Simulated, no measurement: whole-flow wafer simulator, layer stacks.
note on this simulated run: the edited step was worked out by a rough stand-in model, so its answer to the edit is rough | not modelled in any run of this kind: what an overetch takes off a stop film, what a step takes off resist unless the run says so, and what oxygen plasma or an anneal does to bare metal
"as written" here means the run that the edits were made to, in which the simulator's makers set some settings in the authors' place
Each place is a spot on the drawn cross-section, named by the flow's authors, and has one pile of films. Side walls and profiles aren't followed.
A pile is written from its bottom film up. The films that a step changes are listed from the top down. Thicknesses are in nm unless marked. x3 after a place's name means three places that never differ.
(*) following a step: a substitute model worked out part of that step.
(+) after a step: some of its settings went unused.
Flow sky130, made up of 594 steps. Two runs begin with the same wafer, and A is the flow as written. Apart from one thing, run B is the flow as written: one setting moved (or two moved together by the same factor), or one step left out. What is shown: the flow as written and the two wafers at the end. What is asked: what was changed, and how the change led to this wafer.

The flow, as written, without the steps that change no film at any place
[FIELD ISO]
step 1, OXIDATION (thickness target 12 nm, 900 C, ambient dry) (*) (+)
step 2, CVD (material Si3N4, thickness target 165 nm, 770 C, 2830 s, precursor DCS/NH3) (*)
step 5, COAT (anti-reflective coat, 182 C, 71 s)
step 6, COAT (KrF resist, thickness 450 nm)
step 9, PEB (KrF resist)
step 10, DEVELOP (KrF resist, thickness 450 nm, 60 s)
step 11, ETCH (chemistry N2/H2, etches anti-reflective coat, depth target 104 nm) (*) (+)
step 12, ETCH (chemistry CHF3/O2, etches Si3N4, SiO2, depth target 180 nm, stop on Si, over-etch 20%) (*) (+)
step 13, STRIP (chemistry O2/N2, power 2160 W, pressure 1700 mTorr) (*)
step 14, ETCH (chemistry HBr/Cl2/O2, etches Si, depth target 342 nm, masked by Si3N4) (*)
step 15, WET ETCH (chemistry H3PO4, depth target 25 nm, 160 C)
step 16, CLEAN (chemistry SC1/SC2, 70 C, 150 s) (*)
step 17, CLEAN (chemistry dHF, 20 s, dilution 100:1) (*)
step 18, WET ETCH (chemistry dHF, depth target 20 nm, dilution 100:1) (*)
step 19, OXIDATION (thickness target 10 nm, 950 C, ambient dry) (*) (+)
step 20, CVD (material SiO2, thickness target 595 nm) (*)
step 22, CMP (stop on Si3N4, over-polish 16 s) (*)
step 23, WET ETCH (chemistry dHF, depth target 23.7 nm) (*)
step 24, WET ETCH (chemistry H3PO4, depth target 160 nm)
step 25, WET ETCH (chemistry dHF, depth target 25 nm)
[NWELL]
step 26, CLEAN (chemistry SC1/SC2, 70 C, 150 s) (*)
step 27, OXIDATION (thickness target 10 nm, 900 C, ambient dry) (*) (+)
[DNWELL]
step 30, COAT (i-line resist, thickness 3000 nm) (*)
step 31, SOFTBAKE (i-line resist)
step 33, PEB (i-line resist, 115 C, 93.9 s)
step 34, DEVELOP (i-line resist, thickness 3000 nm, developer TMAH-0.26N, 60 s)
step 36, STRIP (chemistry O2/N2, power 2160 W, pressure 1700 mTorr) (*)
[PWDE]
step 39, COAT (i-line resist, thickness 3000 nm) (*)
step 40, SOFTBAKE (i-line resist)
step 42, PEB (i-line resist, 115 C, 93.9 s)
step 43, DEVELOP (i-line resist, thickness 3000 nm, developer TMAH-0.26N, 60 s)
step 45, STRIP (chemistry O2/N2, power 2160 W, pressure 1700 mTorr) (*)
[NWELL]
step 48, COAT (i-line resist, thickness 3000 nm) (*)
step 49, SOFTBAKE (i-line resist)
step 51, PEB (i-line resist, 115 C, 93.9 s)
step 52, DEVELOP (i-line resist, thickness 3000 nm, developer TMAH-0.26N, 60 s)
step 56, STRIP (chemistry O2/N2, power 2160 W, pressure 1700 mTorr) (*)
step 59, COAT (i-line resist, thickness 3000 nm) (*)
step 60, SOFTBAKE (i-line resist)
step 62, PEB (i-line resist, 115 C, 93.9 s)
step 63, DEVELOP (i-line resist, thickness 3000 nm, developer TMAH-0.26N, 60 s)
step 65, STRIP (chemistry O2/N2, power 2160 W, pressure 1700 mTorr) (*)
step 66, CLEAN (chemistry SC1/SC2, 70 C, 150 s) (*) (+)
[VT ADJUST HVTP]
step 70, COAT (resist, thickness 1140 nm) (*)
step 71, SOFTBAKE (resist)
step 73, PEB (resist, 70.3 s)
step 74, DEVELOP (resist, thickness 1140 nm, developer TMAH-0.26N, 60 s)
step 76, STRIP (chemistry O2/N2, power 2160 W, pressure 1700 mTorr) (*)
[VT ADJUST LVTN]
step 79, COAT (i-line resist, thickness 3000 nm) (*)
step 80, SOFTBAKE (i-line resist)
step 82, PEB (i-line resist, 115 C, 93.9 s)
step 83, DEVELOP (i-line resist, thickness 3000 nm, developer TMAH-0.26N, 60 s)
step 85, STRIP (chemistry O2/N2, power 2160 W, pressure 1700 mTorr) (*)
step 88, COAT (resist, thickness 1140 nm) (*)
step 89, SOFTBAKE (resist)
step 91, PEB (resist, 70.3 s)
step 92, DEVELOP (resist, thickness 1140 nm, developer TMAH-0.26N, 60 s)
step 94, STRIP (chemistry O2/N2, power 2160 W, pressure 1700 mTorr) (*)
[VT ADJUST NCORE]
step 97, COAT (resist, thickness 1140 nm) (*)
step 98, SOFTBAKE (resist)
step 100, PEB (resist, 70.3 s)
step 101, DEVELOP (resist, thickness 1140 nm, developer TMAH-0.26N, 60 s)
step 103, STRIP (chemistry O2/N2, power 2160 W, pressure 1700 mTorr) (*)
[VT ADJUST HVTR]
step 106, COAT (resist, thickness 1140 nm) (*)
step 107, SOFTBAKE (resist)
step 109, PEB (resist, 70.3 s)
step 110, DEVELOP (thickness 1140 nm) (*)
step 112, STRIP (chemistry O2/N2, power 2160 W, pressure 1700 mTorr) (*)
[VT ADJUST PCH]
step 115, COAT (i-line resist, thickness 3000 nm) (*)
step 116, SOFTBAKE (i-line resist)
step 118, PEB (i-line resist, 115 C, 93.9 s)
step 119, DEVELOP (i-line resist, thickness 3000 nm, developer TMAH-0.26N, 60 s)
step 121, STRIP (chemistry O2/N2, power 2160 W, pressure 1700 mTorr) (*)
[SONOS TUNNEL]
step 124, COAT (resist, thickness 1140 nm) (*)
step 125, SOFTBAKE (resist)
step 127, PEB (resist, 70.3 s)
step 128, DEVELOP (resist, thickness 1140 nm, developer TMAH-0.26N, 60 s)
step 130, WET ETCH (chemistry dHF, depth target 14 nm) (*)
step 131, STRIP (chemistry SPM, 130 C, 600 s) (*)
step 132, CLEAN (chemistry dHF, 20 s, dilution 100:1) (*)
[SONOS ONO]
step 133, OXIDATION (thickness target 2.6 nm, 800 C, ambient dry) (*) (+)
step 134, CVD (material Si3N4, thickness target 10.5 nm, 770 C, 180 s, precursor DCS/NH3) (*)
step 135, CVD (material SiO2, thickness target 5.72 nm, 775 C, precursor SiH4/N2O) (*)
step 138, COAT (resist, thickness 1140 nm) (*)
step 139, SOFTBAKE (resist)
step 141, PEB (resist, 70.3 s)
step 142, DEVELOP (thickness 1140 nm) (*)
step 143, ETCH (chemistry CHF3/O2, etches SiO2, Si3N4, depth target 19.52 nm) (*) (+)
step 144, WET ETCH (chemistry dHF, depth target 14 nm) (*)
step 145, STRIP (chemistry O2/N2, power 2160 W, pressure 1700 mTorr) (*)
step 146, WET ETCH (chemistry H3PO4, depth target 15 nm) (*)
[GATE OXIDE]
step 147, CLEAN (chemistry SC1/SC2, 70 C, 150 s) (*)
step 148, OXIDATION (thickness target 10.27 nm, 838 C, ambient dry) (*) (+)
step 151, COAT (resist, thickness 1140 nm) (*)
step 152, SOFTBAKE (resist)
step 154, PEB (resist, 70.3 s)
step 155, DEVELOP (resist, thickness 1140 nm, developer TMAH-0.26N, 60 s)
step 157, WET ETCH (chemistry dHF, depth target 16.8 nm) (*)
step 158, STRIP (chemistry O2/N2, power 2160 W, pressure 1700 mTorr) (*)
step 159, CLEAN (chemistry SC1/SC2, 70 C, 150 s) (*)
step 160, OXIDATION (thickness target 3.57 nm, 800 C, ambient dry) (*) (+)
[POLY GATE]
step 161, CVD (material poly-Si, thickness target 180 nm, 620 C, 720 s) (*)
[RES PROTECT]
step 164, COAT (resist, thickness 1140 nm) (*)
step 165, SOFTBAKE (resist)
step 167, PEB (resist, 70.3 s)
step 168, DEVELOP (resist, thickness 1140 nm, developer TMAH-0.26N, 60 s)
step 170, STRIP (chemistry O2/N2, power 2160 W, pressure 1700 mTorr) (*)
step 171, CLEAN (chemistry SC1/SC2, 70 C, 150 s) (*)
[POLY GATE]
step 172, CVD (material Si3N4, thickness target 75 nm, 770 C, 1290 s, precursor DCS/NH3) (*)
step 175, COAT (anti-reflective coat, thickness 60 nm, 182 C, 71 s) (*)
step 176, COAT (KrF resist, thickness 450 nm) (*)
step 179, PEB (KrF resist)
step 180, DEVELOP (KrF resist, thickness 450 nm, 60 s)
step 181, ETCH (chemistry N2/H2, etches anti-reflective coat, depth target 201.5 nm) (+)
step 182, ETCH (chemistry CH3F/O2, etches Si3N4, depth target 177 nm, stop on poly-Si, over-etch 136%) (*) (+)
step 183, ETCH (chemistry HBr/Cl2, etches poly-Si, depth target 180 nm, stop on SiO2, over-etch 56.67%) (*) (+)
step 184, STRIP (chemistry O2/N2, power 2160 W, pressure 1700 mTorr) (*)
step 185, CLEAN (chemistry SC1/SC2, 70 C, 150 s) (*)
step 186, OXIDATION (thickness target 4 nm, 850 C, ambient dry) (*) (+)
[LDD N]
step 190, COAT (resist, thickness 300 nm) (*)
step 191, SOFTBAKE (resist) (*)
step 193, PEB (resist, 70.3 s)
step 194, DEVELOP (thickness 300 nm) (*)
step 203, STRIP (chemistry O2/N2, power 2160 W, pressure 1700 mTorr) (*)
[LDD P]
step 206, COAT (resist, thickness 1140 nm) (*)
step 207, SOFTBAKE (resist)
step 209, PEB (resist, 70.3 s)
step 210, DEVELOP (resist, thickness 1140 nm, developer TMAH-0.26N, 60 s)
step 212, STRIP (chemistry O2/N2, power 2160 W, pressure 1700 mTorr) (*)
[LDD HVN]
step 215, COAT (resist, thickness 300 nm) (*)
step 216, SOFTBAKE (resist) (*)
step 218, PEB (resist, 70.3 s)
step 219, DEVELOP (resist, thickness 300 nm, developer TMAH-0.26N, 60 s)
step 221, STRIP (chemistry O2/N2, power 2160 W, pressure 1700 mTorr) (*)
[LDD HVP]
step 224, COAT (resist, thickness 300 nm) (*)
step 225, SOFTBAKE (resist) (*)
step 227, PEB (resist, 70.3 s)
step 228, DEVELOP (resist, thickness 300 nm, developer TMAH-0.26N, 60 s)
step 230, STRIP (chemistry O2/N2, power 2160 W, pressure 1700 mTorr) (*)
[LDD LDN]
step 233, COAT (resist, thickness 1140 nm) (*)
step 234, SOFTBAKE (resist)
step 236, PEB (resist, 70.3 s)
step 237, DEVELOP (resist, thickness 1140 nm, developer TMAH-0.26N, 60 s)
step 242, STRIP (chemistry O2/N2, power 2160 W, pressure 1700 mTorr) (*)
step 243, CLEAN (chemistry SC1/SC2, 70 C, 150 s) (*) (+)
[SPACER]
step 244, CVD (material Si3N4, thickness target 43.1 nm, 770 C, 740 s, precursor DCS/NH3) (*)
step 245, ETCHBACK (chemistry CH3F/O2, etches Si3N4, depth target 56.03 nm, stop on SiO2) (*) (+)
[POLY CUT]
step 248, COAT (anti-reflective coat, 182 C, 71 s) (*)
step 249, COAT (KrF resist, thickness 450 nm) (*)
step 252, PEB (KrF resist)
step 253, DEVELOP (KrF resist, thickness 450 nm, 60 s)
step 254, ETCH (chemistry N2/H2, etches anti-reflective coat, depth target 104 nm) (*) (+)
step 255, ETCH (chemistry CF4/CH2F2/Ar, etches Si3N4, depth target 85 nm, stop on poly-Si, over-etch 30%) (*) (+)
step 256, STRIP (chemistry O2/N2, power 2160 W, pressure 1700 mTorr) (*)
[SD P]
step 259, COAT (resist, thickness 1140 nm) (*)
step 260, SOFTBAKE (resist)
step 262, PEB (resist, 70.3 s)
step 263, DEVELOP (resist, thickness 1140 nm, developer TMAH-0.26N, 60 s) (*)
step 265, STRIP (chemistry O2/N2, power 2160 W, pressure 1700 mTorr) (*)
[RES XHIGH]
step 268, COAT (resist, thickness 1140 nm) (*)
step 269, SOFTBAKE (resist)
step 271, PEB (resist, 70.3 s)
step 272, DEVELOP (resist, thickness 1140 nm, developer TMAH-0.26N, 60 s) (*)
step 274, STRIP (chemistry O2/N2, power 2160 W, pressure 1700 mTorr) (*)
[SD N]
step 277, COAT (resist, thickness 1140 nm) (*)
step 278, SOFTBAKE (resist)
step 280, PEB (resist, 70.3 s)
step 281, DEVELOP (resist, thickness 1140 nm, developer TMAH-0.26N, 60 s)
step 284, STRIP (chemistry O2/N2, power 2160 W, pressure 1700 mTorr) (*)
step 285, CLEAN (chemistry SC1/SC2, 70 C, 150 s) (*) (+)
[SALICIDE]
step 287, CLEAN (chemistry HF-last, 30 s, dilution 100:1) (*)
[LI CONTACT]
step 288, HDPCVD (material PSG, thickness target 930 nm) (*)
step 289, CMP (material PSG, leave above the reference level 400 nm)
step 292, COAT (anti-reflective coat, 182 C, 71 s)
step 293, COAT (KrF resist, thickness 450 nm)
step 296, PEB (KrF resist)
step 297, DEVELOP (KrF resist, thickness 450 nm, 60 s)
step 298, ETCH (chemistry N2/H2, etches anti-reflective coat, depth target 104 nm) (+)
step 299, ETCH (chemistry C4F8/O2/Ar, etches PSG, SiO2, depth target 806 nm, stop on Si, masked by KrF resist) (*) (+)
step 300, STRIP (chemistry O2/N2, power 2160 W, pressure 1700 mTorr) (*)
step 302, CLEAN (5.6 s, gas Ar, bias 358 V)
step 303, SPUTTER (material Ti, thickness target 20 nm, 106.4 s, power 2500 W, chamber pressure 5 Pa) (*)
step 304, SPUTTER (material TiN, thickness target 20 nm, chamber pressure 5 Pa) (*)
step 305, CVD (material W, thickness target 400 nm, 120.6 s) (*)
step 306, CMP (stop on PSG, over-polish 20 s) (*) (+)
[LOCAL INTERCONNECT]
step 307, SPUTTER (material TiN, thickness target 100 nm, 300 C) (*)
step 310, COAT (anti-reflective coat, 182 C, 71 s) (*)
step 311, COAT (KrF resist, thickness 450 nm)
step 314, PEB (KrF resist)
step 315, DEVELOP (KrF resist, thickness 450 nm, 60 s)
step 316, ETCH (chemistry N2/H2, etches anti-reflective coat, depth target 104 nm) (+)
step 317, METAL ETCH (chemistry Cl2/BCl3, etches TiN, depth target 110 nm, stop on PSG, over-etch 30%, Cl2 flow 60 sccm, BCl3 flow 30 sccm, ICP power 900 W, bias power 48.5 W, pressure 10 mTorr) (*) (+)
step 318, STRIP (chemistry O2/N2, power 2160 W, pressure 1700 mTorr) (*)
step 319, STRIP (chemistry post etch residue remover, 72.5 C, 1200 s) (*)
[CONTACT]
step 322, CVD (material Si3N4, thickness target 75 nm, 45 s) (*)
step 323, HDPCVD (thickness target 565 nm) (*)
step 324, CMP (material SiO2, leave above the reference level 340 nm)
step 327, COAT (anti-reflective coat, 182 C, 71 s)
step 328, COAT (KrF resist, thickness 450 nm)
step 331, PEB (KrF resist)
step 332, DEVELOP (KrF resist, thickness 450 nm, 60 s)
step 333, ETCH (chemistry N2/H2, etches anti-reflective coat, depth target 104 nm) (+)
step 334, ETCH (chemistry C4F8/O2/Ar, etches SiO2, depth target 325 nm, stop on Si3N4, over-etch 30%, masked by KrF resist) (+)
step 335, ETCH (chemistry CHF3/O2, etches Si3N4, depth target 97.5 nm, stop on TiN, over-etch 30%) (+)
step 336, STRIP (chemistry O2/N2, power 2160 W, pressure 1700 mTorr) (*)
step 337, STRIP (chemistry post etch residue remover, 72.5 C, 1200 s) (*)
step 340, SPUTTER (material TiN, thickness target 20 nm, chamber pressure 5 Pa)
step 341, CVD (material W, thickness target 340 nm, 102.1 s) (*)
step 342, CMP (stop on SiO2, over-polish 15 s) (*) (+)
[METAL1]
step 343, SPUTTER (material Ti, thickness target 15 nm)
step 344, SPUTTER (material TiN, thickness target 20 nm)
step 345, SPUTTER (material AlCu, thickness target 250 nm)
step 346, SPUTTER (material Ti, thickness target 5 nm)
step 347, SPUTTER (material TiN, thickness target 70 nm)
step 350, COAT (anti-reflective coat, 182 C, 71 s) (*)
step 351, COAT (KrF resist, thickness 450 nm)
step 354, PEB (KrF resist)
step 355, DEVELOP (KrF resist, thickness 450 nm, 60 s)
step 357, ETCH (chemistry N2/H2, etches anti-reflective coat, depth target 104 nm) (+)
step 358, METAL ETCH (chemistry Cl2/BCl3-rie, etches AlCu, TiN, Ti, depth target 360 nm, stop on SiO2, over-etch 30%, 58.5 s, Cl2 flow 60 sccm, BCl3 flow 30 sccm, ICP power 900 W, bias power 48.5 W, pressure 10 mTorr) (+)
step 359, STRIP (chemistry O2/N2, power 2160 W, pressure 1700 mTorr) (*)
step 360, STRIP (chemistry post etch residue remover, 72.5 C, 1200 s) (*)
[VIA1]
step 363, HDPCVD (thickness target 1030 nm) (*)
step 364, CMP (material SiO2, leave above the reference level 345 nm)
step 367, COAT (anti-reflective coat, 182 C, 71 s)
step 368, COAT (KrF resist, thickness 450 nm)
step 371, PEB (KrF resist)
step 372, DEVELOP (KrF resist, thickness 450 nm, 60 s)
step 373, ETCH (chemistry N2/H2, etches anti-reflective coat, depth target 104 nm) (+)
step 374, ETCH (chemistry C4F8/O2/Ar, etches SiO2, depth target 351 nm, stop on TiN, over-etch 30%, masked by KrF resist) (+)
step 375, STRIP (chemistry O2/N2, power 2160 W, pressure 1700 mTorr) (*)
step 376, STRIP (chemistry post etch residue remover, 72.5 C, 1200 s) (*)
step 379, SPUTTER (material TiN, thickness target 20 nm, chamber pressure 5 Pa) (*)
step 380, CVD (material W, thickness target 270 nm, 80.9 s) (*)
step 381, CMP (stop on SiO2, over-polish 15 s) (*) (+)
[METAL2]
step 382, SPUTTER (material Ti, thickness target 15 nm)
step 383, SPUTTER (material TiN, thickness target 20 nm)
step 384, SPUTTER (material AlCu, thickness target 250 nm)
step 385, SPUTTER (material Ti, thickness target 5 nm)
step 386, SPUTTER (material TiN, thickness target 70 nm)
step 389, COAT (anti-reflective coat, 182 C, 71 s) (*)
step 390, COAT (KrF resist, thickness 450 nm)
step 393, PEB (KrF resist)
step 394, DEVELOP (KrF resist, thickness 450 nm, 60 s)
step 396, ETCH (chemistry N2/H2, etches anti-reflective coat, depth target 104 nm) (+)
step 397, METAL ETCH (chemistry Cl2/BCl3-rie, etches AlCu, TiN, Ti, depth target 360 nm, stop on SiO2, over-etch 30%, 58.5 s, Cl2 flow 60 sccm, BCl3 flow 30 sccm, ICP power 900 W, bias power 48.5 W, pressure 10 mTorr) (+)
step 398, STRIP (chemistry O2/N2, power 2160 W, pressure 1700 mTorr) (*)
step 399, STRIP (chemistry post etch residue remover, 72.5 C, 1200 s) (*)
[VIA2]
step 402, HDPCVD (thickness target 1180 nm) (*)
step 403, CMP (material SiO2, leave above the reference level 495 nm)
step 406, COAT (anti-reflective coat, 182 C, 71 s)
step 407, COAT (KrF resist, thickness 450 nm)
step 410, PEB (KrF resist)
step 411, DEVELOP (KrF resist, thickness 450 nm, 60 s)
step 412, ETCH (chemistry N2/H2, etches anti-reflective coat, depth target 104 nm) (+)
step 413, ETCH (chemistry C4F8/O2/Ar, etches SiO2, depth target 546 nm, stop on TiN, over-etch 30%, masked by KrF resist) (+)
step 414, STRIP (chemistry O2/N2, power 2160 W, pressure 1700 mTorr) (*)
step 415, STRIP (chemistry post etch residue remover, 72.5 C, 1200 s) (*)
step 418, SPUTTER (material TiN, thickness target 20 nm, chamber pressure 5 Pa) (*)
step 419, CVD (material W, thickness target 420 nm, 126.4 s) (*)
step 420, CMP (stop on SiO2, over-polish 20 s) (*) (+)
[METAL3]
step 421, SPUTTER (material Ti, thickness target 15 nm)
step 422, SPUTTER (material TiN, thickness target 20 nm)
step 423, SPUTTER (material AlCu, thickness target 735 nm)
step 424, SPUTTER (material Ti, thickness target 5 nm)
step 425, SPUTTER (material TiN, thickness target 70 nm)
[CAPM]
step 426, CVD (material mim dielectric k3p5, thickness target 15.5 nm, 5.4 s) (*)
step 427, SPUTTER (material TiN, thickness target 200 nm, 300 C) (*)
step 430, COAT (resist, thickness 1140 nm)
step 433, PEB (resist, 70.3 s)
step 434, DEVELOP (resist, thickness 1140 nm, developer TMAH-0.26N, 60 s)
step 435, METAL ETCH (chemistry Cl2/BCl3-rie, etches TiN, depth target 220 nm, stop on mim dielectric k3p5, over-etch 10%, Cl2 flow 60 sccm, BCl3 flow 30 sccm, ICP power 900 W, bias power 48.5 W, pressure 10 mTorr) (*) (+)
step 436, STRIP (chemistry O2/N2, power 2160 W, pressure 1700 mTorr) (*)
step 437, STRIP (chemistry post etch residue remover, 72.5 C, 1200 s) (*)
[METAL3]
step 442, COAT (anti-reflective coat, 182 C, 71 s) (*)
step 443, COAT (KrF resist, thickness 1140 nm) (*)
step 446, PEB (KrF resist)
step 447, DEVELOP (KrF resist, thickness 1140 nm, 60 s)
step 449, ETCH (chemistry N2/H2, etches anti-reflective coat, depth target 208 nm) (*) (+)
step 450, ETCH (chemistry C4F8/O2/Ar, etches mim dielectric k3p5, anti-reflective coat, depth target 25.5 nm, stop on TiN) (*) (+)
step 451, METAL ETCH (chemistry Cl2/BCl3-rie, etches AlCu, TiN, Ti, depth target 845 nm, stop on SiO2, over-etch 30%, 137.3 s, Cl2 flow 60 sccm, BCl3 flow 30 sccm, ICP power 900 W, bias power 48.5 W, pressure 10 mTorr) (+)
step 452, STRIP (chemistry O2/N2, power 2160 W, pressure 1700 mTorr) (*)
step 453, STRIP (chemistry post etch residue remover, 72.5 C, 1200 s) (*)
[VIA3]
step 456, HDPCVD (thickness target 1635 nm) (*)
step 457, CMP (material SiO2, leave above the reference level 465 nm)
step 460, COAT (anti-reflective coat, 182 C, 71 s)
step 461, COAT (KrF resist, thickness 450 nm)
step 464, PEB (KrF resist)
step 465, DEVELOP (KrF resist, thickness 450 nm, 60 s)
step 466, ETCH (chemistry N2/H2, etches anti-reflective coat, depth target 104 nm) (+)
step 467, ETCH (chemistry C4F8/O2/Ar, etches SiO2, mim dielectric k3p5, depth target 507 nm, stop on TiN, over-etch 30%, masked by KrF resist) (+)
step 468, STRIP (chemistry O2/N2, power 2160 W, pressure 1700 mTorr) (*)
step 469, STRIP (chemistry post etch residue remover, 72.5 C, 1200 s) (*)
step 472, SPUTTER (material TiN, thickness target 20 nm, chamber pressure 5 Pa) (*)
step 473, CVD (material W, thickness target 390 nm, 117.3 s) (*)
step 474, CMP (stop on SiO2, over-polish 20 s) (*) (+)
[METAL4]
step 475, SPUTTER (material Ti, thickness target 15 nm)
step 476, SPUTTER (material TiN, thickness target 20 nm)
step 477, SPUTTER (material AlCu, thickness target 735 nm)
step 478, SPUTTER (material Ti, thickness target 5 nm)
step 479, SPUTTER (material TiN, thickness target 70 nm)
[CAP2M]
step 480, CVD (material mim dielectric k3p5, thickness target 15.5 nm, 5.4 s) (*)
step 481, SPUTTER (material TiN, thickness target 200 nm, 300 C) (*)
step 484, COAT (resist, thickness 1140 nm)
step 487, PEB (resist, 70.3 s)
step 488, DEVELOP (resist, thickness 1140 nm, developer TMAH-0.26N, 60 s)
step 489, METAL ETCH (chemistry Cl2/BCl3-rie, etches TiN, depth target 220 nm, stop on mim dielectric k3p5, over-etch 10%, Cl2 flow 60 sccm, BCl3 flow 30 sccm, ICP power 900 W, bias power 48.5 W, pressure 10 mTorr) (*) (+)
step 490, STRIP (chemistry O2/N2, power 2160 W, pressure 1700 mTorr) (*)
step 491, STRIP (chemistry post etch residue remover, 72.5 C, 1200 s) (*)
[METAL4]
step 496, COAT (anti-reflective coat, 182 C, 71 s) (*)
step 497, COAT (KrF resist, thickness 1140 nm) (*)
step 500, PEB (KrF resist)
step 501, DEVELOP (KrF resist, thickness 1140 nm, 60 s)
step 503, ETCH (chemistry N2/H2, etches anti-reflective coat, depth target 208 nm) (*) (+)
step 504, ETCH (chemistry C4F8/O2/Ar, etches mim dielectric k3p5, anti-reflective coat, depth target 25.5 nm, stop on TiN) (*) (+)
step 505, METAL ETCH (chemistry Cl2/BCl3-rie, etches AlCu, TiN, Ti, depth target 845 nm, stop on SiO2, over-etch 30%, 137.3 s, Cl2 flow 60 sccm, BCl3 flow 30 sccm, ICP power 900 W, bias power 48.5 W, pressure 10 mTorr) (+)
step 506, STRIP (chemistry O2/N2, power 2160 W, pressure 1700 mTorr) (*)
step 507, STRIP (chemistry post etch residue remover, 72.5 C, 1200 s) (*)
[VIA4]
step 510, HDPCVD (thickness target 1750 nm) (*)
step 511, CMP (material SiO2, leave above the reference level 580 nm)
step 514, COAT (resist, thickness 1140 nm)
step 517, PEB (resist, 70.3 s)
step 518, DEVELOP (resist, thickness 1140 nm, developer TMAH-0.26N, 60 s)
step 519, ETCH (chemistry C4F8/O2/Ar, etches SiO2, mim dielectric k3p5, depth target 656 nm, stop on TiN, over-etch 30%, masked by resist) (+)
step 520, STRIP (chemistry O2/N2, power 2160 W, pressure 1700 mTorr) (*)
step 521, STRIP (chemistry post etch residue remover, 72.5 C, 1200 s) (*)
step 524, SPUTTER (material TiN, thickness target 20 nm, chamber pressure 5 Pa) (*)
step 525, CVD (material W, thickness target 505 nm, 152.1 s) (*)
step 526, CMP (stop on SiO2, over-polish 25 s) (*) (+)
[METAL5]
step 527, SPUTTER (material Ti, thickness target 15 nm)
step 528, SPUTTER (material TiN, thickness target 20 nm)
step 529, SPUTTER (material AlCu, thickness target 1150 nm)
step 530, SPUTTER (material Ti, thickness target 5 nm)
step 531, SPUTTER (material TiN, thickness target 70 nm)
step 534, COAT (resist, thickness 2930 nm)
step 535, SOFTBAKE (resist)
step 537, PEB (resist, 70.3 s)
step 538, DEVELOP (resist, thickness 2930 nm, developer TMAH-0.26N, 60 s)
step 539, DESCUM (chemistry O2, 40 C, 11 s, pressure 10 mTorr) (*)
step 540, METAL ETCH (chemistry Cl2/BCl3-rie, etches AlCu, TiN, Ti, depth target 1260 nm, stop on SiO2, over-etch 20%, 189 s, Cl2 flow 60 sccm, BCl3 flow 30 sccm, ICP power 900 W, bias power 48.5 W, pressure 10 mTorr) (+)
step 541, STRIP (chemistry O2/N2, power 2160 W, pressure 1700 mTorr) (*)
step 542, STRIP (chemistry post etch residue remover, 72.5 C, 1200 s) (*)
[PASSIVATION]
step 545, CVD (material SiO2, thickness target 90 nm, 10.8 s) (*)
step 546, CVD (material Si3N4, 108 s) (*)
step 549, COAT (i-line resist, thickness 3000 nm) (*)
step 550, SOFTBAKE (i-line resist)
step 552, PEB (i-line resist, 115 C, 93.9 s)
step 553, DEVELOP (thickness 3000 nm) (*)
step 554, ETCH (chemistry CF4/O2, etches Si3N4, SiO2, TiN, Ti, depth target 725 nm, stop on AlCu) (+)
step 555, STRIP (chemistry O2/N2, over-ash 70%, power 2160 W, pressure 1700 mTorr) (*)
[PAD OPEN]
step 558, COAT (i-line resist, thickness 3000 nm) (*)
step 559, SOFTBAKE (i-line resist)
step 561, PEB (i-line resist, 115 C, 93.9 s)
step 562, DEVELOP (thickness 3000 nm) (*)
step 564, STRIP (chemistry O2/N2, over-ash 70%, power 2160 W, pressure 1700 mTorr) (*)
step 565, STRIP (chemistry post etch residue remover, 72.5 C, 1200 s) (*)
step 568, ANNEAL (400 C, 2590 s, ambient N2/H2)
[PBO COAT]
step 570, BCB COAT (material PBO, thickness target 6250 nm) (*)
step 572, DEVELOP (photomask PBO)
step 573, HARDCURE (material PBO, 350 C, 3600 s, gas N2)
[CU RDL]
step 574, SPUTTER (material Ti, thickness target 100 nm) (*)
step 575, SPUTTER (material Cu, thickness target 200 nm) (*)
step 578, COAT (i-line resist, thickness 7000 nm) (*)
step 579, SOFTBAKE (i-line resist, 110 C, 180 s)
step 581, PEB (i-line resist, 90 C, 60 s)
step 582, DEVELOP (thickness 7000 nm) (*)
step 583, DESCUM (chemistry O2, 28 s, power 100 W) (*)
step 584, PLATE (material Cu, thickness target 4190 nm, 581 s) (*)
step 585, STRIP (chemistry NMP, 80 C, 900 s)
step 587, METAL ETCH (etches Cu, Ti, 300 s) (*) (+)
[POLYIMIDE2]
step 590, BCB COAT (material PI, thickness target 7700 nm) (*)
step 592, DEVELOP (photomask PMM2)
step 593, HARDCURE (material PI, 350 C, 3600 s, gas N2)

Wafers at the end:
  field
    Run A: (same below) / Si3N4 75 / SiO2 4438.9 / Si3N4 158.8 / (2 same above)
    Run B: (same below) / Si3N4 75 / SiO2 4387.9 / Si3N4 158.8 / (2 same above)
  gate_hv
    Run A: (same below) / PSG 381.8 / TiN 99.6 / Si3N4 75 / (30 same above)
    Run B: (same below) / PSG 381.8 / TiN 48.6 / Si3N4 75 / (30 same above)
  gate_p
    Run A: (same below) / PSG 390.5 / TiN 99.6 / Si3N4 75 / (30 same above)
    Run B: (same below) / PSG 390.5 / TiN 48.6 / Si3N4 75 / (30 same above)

What caused this: step 307, SPUTTER: thickness target 49 nm was run, while the flow as written has thickness target 100 nm.

The path from the change to this, step by step:
  step 307, SPUTTER (material TiN, thickness target 100 nm, 300 C) (*)
      field, active, n_well and 188 more: A +100 TiN (new film) | B +49 TiN (new film)
  step 317, METAL ETCH (chemistry Cl2/BCl3, etches TiN, depth target 110 nm, stop on PSG, over-etch 30%, Cl2 flow 60 sccm, BCl3 flow 30 sccm, ICP power 900 W, bias power 48.5 W, pressure 10 mTorr) (*) (+)
      n_well, p_well, gate_hv and 97 more: A -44 KrF resist | B -24.8 KrF resist
      field, active, gate and 88 more: A -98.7 TiN (all of it) | B -47.7 TiN (all of it)
  step 318, STRIP (chemistry O2/N2, power 2160 W, pressure 1700 mTorr) (*)
      n_well, p_well, gate_hv and 92 more: A -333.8 KrF resist (all of it), -80 anti-reflective coat (all of it) | B -353 KrF resist (all of it), -80 anti-reflective coat (all of it)
      poly_licon, ndiff_licon, ndiff_licon_cpp, rpo_hd_licon: A -333.9 KrF resist (all of it), -80.5 anti-reflective coat (all of it) | B -353.1 KrF resist (all of it), -80.5 anti-reflective coat (all of it)
      (as well as at 1 more place)
  step 324, CMP (material SiO2, leave above the reference level 340 nm)
      field, active, gate and 88 more: A -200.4 SiO2 | B -251.4 SiO2
